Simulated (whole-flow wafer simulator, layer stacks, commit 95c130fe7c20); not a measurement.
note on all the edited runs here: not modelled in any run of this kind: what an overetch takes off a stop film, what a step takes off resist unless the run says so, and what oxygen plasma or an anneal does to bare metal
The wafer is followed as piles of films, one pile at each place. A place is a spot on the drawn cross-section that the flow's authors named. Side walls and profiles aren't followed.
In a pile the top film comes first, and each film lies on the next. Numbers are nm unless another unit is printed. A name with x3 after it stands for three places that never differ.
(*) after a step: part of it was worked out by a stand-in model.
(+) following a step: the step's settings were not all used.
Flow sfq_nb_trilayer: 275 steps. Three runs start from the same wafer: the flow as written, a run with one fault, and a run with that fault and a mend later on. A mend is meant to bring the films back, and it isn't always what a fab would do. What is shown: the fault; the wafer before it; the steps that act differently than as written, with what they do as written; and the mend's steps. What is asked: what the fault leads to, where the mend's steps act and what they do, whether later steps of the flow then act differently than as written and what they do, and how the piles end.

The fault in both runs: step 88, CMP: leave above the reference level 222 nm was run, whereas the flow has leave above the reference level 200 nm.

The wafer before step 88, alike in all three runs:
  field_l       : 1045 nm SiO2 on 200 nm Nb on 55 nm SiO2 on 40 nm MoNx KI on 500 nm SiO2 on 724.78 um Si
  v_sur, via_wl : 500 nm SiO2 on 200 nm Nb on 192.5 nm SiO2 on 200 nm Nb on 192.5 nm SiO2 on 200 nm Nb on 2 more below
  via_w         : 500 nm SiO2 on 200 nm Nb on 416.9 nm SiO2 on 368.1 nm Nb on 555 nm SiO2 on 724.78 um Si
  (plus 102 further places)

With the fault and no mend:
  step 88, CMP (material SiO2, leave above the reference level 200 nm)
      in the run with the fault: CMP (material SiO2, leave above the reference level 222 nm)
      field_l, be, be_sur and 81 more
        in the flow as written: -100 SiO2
        in the run with the fault: -78 SiO2
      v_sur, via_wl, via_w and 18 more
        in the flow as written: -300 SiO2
        in the run with the fault: -278 SiO2
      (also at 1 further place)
  Steps later in the flow that act otherwise than as written (3 other steps are not shown; they differ only slightly, by no more than 2% or 0.5 nm, whichever is larger):
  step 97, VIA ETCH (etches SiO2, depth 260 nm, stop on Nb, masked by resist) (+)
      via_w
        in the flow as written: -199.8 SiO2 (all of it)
        in the run with the fault: -221.8 SiO2 (all of it)
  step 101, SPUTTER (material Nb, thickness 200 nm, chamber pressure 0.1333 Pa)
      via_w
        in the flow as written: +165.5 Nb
        in the run with the fault: +160.8 Nb
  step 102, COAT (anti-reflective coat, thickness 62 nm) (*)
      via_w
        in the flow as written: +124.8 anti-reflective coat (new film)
        in the run with the fault: +129.6 anti-reflective coat (new film)
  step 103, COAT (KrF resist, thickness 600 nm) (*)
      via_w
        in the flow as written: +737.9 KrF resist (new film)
        in the run with the fault: +756.2 KrF resist (new film)
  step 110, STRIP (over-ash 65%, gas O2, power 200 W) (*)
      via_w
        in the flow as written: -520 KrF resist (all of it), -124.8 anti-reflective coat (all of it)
        in the run with the fault: -538.1 KrF resist (all of it), -129.6 anti-reflective coat (all of it)
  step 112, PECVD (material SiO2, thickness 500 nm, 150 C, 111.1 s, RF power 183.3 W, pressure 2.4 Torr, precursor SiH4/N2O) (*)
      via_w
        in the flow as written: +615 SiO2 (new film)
        in the run with the fault: +641.8 SiO2 (new film)
  By the end, the piles at v_sur, via_wl, via_w and 29 more depart from the flow's by more than 2% or 0.5 nm, whichever is larger.
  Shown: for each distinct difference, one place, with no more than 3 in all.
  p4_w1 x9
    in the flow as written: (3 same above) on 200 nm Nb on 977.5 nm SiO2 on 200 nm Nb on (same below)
    in the run with the fault: (3 same above) on 200 nm Nb on 999.5 nm SiO2 on 200 nm Nb on (same below)
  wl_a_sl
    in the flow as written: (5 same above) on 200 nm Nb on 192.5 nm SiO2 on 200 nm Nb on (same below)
    in the run with the fault: (5 same above) on 200 nm Nb on 214.5 nm SiO2 on 200 nm Nb on (same below)
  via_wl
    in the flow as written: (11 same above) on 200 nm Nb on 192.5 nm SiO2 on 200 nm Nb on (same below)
    in the run with the fault: (11 same above) on 200 nm Nb on 214.5 nm SiO2 on 200 nm Nb on (same below)

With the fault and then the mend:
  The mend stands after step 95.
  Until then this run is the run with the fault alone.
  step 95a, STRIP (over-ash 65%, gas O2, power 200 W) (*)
      field_l, v_sur, via_wl and 102 more
        -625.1 KrF resist (all of it), -62 anti-reflective coat (all of it)
      via_w
        -62 anti-reflective coat (all of it)
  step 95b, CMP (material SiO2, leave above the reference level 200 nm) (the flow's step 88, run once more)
      field_l, v_sur, via_wl and 103 more
        -22 SiO2
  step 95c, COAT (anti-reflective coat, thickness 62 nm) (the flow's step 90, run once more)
      field_l, v_sur, via_wl and 103 more
        +62 anti-reflective coat (new film)
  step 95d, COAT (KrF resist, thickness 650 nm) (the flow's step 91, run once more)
      field_l, v_sur, via_wl and 103 more
        +650 KrF resist (new film)
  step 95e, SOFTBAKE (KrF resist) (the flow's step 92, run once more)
      does not change any film at any place that is followed
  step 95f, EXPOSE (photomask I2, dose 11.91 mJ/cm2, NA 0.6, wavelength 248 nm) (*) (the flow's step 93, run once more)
      does not change any film at any place that is followed
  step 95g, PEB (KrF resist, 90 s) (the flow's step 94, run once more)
      field_l, v_sur, via_wl and 103 more
        -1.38 KrF resist
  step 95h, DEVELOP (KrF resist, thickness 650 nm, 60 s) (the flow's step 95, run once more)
      field_l, v_sur, via_wl and 102 more
        -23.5 KrF resist
      via_w
        -648.6 KrF resist (all of it)
  Every later step of the flow that is run acts as written at every place that is followed.
  By the end, the piles equal the flow's at every place that both follow.
